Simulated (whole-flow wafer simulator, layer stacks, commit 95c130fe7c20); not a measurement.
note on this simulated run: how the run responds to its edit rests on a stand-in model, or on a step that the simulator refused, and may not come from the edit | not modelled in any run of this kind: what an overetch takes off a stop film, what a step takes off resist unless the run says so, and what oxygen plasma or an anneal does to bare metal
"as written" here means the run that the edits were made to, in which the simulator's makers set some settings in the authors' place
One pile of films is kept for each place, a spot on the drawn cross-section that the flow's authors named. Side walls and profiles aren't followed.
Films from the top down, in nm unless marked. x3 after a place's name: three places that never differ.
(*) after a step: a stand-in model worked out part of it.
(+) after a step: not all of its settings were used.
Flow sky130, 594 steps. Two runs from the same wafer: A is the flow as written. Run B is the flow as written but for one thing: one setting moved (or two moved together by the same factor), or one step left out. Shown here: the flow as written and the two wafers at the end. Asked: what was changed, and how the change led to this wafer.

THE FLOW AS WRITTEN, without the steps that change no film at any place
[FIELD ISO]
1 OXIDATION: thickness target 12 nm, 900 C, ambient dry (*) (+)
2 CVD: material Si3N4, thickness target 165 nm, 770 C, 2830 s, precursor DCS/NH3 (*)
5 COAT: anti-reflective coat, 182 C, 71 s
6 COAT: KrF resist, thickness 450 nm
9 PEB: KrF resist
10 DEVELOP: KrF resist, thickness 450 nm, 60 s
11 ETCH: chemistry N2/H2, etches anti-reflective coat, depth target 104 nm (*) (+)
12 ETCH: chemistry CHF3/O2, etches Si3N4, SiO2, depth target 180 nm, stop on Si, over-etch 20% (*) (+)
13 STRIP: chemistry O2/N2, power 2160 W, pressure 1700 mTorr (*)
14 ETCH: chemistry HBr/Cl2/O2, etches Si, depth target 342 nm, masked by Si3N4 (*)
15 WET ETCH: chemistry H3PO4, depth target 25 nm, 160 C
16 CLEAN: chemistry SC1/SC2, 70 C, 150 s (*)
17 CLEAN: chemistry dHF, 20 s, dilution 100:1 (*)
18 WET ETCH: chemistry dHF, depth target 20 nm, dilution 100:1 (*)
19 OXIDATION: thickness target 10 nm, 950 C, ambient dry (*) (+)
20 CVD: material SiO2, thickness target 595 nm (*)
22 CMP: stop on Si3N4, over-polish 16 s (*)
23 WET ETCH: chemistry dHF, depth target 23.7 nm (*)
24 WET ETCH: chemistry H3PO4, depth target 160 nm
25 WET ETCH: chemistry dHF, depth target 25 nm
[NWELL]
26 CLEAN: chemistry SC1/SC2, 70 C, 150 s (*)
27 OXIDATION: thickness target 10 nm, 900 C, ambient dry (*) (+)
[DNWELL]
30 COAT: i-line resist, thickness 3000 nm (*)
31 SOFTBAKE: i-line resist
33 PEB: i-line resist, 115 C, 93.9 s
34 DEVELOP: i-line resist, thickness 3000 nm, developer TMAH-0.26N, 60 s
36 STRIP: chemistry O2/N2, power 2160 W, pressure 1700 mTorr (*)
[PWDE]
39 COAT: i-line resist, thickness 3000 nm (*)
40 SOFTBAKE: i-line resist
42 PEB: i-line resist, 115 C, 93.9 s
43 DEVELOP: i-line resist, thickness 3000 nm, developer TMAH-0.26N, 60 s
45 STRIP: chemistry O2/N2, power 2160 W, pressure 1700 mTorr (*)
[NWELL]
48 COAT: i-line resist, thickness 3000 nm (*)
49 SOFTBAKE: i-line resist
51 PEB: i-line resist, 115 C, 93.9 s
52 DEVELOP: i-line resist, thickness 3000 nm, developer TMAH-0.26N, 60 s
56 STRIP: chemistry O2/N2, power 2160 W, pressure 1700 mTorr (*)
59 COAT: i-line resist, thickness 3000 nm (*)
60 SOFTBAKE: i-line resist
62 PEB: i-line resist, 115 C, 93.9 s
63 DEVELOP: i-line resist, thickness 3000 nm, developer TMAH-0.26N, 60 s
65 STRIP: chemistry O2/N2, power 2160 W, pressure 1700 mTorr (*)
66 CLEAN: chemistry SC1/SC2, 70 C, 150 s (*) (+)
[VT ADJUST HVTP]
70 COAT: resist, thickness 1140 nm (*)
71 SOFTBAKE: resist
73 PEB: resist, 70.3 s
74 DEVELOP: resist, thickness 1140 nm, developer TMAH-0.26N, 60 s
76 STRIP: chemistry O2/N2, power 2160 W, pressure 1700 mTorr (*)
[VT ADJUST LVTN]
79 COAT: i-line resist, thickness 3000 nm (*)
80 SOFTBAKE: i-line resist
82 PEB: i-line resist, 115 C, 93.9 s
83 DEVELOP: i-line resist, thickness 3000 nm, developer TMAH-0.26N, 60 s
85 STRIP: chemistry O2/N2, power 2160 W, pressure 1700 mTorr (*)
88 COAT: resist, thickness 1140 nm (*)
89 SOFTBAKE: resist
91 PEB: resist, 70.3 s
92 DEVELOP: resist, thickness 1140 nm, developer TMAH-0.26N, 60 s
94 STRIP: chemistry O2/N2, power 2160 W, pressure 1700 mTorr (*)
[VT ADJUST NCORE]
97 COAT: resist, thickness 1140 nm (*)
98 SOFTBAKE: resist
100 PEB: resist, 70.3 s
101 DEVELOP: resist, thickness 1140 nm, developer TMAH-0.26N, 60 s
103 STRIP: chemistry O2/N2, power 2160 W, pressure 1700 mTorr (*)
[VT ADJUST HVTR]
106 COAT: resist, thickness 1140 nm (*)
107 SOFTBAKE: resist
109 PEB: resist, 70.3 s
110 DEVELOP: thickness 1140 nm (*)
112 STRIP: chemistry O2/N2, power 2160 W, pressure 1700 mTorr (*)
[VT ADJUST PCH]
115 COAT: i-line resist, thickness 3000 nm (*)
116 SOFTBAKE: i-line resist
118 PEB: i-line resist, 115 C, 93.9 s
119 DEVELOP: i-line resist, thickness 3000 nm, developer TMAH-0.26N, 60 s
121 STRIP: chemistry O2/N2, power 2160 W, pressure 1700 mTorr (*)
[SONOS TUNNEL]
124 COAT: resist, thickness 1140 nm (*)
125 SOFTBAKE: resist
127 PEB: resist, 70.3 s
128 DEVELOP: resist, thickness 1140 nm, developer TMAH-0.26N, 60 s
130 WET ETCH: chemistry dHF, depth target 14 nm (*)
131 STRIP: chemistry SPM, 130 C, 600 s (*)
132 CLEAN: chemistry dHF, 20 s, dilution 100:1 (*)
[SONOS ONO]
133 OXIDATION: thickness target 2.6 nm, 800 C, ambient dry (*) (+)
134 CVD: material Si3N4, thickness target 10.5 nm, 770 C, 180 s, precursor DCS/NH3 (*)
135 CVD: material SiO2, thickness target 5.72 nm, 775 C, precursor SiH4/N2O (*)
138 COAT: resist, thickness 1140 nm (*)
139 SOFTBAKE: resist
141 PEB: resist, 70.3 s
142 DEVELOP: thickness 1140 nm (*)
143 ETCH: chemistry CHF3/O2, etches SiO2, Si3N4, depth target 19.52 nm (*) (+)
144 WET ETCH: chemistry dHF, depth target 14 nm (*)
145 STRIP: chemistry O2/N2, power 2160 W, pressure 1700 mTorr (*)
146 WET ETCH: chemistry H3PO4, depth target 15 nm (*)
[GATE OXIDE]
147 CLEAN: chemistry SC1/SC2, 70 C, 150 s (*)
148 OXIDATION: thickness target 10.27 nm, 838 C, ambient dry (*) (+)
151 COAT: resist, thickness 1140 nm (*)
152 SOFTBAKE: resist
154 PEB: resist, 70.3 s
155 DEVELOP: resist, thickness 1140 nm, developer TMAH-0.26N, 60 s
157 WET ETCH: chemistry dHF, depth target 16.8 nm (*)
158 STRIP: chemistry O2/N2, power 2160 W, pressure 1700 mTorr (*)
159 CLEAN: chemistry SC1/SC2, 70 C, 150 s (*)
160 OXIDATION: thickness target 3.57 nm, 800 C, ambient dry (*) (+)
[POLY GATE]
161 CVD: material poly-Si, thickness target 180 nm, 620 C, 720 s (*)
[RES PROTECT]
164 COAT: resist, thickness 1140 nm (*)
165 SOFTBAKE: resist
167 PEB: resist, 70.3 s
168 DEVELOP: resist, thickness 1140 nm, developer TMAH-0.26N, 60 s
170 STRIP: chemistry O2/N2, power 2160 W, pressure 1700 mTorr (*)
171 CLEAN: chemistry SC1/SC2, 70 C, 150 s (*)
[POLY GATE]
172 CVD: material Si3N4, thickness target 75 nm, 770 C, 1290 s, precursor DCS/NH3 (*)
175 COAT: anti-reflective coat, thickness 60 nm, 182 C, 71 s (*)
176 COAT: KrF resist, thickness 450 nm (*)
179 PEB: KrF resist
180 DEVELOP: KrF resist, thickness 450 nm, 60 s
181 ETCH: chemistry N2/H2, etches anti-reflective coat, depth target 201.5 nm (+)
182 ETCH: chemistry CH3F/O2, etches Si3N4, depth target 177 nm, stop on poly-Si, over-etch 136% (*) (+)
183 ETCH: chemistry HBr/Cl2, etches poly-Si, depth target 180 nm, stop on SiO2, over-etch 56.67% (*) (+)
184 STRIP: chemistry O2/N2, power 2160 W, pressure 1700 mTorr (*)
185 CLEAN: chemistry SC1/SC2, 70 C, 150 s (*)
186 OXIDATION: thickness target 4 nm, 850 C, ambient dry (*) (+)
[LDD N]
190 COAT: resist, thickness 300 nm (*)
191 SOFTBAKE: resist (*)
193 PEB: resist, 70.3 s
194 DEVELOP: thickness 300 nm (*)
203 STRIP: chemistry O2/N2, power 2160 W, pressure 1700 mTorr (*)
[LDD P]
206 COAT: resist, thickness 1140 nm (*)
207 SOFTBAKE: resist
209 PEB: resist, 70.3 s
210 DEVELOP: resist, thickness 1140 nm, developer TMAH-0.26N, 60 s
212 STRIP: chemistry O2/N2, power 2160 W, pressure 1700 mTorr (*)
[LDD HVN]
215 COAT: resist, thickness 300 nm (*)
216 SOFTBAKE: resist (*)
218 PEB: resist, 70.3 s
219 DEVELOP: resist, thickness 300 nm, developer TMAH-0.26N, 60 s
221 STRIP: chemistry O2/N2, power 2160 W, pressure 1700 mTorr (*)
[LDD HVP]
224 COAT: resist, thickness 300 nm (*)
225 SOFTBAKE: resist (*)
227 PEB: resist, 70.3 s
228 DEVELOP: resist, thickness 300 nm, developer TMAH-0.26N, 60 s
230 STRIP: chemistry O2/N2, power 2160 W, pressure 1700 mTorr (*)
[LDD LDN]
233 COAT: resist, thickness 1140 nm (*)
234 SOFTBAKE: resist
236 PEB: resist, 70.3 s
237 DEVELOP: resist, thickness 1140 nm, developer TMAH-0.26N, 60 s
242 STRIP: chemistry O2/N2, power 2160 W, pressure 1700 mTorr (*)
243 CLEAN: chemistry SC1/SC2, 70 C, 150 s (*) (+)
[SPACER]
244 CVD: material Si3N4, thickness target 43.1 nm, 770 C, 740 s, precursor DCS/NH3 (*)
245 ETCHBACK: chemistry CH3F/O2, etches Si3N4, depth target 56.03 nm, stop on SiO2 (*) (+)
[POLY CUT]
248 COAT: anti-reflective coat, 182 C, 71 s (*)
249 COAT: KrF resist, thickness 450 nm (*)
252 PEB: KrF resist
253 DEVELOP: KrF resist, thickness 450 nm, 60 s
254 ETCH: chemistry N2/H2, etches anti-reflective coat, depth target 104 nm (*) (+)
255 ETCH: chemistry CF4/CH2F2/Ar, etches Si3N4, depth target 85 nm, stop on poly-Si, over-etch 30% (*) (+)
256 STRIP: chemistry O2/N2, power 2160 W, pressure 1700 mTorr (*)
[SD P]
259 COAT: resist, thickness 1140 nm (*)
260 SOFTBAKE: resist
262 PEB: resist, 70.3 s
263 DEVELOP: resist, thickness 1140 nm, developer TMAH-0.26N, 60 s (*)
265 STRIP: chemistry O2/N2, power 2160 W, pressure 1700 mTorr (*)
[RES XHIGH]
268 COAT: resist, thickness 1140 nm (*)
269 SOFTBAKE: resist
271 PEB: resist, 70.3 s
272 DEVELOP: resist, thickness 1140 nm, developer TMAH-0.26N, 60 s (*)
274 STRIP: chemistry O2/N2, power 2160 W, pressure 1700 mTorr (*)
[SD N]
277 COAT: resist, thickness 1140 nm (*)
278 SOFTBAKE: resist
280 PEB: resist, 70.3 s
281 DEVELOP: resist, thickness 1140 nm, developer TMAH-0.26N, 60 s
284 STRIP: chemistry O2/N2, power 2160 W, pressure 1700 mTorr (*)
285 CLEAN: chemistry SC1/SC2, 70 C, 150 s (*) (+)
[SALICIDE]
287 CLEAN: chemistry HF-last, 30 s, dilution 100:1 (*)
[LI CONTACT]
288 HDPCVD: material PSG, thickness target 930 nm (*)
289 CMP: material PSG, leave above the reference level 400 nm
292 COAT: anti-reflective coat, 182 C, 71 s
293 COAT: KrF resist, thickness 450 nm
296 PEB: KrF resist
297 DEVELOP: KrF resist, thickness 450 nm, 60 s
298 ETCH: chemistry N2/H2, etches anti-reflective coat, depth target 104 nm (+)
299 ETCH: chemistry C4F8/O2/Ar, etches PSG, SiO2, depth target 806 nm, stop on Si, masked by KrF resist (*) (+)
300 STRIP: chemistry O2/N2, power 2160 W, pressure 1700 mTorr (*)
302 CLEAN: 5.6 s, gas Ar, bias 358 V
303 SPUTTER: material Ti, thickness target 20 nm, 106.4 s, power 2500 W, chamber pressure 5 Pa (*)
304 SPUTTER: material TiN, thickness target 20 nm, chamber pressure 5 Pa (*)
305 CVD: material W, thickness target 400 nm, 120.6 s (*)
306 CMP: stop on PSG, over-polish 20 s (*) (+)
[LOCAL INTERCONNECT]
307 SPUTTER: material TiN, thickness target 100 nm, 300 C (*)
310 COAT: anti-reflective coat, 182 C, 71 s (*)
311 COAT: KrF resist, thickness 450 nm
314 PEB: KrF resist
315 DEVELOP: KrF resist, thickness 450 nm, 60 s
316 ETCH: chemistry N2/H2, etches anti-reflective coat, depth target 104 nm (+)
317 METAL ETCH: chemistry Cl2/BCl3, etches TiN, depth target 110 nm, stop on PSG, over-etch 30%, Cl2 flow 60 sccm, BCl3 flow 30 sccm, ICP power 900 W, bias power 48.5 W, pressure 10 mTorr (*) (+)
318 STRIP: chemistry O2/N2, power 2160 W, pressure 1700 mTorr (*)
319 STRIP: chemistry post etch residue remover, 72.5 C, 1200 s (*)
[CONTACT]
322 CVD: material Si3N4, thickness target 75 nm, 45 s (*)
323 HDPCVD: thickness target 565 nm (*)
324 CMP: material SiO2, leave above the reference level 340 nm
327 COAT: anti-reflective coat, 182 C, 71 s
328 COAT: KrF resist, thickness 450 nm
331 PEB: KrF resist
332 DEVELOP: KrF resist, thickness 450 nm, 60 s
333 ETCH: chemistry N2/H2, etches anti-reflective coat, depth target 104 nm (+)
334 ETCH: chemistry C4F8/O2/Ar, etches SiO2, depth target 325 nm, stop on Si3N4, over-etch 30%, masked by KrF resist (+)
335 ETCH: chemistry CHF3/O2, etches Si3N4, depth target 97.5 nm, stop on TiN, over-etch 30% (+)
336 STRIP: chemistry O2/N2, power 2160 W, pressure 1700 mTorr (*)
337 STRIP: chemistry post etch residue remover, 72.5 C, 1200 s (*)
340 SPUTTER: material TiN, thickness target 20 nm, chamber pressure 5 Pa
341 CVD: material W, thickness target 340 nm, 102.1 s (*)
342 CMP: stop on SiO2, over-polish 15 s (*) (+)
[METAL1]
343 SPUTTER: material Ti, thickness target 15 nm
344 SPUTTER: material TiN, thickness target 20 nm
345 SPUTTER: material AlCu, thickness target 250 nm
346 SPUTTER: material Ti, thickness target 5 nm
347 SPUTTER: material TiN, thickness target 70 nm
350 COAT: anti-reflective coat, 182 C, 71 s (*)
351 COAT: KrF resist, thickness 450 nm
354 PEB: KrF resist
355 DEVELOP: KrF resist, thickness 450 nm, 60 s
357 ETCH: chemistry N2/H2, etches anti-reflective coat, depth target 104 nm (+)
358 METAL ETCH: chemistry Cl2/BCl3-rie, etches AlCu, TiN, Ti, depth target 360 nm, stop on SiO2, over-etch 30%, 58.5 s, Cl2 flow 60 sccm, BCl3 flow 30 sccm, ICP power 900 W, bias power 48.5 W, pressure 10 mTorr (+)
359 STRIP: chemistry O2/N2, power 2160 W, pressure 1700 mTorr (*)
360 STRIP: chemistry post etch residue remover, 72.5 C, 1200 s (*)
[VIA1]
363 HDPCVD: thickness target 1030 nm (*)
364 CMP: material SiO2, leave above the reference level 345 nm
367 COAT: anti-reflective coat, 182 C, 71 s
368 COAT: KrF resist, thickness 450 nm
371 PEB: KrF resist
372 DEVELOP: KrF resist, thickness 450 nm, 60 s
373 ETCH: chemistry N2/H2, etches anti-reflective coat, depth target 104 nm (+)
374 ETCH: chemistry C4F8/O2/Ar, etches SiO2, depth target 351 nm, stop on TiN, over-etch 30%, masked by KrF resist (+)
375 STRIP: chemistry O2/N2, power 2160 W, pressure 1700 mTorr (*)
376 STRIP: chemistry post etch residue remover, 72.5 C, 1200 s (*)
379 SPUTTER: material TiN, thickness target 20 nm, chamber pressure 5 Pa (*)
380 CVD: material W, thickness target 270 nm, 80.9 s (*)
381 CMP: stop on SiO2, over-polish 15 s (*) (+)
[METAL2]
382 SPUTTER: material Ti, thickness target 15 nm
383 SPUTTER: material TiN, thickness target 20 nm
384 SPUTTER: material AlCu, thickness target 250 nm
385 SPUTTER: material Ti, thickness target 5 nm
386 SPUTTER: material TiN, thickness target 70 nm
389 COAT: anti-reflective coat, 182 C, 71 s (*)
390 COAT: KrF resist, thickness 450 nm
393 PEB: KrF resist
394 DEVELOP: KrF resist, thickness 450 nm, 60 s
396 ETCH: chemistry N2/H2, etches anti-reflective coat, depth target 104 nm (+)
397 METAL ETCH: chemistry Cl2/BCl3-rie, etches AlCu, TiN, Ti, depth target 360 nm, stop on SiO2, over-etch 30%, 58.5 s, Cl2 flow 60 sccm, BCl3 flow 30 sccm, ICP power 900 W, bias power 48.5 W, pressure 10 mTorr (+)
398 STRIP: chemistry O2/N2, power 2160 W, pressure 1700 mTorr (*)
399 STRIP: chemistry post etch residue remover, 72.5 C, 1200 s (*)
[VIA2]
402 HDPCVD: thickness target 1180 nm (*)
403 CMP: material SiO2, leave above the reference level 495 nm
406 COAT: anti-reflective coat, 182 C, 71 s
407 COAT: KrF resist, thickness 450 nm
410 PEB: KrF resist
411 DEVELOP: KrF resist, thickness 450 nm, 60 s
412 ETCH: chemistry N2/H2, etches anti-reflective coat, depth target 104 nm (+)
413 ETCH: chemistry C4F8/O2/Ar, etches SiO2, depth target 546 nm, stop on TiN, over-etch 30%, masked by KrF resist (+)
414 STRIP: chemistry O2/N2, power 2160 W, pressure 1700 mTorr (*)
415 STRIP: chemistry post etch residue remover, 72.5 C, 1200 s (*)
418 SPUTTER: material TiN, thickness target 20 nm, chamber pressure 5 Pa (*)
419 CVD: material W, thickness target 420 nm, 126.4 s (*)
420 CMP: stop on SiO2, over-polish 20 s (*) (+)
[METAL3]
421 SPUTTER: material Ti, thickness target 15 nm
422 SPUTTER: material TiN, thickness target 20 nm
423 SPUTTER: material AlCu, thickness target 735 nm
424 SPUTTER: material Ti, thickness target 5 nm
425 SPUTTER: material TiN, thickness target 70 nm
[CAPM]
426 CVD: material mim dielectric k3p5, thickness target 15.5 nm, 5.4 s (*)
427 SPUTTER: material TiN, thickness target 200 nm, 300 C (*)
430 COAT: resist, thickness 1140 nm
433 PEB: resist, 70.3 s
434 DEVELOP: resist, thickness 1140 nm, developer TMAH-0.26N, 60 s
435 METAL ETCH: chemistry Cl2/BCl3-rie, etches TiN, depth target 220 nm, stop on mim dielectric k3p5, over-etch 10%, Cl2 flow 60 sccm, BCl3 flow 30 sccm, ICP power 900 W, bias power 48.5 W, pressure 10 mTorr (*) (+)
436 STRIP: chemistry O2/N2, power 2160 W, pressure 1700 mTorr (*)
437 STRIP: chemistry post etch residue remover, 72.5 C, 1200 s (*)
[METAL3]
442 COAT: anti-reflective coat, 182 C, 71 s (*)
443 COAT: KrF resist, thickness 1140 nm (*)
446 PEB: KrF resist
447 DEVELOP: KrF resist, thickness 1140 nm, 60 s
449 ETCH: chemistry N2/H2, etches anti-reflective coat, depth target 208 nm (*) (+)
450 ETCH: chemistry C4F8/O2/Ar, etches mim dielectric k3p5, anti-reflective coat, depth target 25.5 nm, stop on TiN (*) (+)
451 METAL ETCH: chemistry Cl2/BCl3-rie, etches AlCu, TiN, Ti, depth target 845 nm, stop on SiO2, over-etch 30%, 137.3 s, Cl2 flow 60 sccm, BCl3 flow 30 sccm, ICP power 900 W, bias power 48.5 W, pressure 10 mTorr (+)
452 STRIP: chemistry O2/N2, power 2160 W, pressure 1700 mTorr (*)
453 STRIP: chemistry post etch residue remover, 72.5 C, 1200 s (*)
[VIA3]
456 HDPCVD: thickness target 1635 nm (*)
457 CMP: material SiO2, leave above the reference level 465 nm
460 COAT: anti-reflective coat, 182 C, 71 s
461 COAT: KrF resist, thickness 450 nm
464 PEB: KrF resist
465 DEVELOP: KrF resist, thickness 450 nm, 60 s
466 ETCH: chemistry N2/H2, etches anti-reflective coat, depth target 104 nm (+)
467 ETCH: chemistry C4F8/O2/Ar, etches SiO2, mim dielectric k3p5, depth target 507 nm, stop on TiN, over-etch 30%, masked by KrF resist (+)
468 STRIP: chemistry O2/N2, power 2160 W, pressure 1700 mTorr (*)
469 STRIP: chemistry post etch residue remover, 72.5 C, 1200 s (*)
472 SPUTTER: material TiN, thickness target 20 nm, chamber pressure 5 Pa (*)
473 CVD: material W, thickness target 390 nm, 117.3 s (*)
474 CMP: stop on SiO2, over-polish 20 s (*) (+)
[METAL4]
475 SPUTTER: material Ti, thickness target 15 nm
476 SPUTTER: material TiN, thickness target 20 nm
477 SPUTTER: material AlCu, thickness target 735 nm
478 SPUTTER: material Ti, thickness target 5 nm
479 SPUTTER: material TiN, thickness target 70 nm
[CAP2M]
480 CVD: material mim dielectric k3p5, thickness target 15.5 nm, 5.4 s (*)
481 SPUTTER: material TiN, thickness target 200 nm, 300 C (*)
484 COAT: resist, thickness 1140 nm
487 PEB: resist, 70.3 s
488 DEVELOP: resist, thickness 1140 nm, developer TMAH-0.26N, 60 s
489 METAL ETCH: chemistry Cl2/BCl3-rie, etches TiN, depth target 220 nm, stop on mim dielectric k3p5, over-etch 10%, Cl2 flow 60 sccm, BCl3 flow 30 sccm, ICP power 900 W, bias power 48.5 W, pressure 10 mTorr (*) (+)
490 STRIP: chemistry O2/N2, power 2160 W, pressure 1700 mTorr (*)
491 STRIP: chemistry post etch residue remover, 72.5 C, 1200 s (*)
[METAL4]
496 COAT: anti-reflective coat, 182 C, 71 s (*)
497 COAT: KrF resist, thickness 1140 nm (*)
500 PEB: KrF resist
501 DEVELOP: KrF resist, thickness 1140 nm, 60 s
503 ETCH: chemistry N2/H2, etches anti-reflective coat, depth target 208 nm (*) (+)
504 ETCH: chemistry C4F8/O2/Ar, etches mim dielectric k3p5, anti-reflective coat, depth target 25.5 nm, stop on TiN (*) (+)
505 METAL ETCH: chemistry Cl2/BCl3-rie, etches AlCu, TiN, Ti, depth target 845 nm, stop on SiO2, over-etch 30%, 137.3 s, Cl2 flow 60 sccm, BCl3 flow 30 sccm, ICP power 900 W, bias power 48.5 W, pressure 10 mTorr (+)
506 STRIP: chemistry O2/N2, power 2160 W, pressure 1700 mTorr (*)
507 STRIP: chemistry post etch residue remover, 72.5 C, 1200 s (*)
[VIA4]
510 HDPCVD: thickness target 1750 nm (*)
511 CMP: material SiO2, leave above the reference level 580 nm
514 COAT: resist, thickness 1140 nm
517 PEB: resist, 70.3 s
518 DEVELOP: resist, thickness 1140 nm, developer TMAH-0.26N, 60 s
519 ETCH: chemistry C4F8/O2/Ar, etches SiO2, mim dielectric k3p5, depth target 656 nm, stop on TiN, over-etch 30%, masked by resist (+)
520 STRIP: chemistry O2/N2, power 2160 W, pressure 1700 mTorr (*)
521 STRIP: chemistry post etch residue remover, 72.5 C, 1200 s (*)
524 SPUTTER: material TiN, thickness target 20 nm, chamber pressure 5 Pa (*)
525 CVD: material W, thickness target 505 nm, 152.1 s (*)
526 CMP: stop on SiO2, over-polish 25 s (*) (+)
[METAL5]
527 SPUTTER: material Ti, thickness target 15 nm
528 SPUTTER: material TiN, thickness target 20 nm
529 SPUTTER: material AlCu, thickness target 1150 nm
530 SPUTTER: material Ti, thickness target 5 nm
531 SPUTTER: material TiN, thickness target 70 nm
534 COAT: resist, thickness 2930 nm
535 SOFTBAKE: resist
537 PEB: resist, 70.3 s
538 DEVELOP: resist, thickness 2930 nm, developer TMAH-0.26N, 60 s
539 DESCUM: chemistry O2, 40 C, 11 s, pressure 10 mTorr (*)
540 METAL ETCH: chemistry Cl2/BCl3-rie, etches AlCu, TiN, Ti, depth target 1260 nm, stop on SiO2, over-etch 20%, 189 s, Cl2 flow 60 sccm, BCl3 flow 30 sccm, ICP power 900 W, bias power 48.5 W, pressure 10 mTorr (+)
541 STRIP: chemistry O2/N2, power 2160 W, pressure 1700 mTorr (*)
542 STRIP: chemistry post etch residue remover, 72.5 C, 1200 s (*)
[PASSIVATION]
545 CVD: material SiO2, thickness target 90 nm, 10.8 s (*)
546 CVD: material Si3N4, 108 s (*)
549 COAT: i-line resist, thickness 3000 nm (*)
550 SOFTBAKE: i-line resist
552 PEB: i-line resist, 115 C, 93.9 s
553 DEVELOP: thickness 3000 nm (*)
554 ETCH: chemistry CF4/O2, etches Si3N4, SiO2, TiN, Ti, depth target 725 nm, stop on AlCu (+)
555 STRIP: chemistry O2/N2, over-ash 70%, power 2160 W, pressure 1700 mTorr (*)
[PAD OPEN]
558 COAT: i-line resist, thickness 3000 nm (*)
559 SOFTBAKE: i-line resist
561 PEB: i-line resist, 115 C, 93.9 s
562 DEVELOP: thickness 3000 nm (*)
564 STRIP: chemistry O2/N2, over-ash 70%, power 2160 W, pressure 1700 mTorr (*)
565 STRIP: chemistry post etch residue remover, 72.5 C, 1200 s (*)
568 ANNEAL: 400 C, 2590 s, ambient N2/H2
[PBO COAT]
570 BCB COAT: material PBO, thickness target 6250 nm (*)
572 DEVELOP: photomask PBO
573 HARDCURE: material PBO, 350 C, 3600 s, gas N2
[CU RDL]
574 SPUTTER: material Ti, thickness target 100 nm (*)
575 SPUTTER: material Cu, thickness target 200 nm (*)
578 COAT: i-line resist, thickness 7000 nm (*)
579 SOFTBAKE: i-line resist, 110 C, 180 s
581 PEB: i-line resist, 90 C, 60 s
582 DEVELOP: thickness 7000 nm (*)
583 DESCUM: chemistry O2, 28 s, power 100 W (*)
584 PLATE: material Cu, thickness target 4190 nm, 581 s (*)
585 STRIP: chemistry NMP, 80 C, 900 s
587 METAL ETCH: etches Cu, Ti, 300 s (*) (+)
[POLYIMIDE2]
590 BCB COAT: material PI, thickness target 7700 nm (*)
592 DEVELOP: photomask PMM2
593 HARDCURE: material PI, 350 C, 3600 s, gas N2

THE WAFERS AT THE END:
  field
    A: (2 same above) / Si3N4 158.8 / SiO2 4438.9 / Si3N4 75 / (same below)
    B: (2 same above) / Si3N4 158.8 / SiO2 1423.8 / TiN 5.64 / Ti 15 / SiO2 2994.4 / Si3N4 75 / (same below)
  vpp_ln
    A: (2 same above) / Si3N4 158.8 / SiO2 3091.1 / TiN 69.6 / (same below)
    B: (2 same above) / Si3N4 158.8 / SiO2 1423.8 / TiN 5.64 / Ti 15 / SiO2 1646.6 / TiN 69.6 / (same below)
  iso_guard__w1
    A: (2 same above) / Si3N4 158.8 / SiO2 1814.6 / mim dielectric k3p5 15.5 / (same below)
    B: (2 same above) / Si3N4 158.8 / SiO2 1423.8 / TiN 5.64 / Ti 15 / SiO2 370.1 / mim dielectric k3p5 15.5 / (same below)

The cause: step 505, METAL ETCH: depth target 633.8 nm was run, where the flow has depth target 845 nm; step 505, METAL ETCH: 103 s was run, where the flow has 137.3 s.

How the change led to this, step by step:
  505 METAL ETCH: chemistry Cl2/BCl3-rie, etches AlCu, TiN, Ti, depth target 845 nm, stop on SiO2, over-etch 30%, 137.3 s, Cl2 flow 60 sccm, BCl3 flow 30 sccm, ICP power 900 W, bias power 48.5 W, pressure 10 mTorr (+)
      field, gate, spacer and 68 more: A TiN -70 (all of it), Ti -5 (all of it), AlCu -735 (all of it), TiN -20 (all of it), Ti -15 (all of it), SiO2 -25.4 | B TiN -70 (all of it), Ti -5 (all of it), AlCu -735 (all of it), TiN -13.9
      active, vpp_iso1, mim_edge_plate and 14 more: A TiN -70 (all of it), Ti -5 (all of it), AlCu -735 (all of it), TiN -20 (all of it), Ti -15 (all of it), SiO2 -25.3 | B TiN -70 (all of it), Ti -5 (all of it), AlCu -735 (all of it), TiN -13.9
      (and at 105 more places)
  506 STRIP: chemistry O2/N2, power 2160 W, pressure 1700 mTorr (*)
      gate_hv, mim, dice_street and 76 more: A KrF resist -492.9 (all of it), anti-reflective coat -80 (all of it) | B KrF resist -630.2 (all of it), anti-reflective coat -80 (all of it)
      n_well, p_well, sd_n, sd_p, pad, mim_edge_plate_strap, mim_edge_gap_sheet: A KrF resist -492.9 (all of it), anti-reflective coat -80 (all of it) | B KrF resist -630.1 (all of it), anti-reflective coat -80 (all of it)
      (and at 19 more places)
  510 HDPCVD: thickness target 1750 nm (*)
      field, active, gate and 85 more: A SiO2 +1750 | B SiO2 +1750 (new film)
  511 CMP: material SiO2, leave above the reference level 580 nm
      field, active, gate and 77 more: A SiO2 -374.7 | B SiO2 -420.6
      iso_guard__w1, mim_edge_gap, vpp_l1ln, vpp_m3ln, rpm_encl, via2_enc, rpm_encl_psd, iso_guard_nsd_tip: A SiO2 -374.6 | B SiO2 -420.6
Counting metal films that touch as one body, field has 1 body; the flow as written gives 0 bodies.
Counting metal films that touch as one body, vpp_ln has 3 bodies (between them, from the top down: SiO2 1646.6; SiO2 267.2); the flow as written gives 2 bodies (between them, from the top down: SiO2 267.2).
Counting metal films that touch as one body, iso_guard__w1 has 2 bodies (between them, from the top down: SiO2 370.1 / mim dielectric k3p5 15.5); the flow as written gives 1 body.
